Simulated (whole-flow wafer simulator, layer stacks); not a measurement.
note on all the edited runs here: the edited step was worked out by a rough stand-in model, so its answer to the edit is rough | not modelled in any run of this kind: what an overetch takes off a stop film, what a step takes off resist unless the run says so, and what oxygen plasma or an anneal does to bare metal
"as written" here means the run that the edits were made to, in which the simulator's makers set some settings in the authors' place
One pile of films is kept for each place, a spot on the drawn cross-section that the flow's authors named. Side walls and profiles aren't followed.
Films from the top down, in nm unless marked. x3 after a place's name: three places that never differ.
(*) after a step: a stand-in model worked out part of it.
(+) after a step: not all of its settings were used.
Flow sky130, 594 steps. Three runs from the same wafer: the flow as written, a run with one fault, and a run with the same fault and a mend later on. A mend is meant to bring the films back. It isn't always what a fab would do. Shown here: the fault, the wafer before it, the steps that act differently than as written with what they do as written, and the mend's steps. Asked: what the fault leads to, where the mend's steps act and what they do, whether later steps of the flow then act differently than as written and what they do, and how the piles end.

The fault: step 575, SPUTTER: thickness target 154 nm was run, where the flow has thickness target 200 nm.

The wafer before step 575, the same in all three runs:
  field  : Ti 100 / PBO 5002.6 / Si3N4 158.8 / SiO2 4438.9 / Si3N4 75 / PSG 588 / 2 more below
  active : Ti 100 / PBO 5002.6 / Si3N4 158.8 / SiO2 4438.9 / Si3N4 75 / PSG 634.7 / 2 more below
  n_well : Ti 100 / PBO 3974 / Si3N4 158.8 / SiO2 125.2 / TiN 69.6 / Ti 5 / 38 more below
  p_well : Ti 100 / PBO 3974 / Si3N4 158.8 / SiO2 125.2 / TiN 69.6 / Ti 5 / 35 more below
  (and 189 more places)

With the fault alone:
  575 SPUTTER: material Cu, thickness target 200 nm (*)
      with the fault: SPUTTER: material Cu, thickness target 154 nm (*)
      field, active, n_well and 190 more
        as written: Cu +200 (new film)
        with the fault: Cu +154 (new film)
  Later steps of the flow that act differently than as written (7 more steps differ only slightly, by at most 2% or 0.5 nm, whichever is larger, and aren't shown):
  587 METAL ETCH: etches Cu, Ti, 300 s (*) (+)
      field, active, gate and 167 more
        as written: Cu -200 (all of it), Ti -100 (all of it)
        with the fault: Cu -154 (all of it), Ti -100 (all of it)
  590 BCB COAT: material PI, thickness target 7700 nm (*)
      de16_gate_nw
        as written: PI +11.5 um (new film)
        with the fault: PI +11.46 um (new film)
  At the end the piles differ from the flow's by more than 2% or 0.5 nm, whichever is larger, at mim, sd_hvn, dext_nw_sti and 11 more.
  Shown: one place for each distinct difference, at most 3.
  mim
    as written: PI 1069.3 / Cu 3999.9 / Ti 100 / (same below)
    with the fault: PI 1112.4 / Cu 3953.9 / Ti 100 / (same below)
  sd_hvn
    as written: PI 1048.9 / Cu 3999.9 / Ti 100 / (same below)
    with the fault: PI 1093.2 / Cu 3953.9 / Ti 100 / (same below)
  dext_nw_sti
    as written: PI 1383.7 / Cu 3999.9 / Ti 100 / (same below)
    with the fault: PI 1425 / Cu 3953.9 / Ti 100 / (same below)

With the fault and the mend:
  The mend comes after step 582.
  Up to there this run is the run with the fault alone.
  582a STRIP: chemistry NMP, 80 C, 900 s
      wcut_nhv, wcut_phv, wcut_fox_pw and 23 more
        i-line resist -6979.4 (all of it)
      gate_len, gate_lvt_sd_len, gate_p_sd_len, gate_p_hvt_sd_len, gate_p_lvt_sd_len, gate_len_250
        i-line resist -6982 (all of it)
      mim_edge_plate_strap, mim_edge_plate, mim_edge_gap, mim_edge_gap_sheet, vpp_l1ln
        i-line resist -6980.8 (all of it)
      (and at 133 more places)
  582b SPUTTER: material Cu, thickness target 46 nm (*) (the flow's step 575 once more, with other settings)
      field, active, n_well and 190 more
        Cu +46
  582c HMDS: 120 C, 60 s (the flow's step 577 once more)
      changes no film at any place that is followed
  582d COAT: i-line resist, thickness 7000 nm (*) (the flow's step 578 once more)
      dice_street, wcut_nhv, wcut_phv and 18 more
        i-line resist +7000 (new film)
      poly_ln, iso_pw_fox, gate_lvt_sd, active_lvt, spacer_lvt, sonos_sd, sonos_cell_x, sonos_guard_x
        i-line resist +7003.2 (new film)
      vpp_iso2, mim_edge_plate_strap, mim_edge_plate, mim_edge_gap, mim_edge_gap_sheet, gate_hv_nvt, de16_nw_sti
        i-line resist +7001.4 (new film)
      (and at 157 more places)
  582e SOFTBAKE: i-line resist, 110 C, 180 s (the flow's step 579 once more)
      de16_gate_pw, de16_pw_fp, de16_pw_sti, de16_psrc_nw
        i-line resist -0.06
      field, active_lvt
        i-line resist +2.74
      mim, vcap_hvt
        i-line resist -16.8
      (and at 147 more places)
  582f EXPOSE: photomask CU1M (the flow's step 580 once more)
      changes no film at any place that is followed
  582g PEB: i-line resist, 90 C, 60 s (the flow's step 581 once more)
      field, active, n_well and 134 more
        i-line resist -0.07
      pad
        i-line resist -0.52
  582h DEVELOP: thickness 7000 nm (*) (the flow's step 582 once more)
      field, active, gate and 167 more
        i-line resist -20.6
      n_well, p_well, sd_n, sd_p
        i-line resist -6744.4 (all of it)
      dep_nw_sti, dep_ntap_nw, de16_nw_sti
        i-line resist -7000.7 (all of it)
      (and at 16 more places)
  No later step of the flow acts differently than as written at any place that is followed.
  At the end the piles are the same as the flow's at every place that both follow.
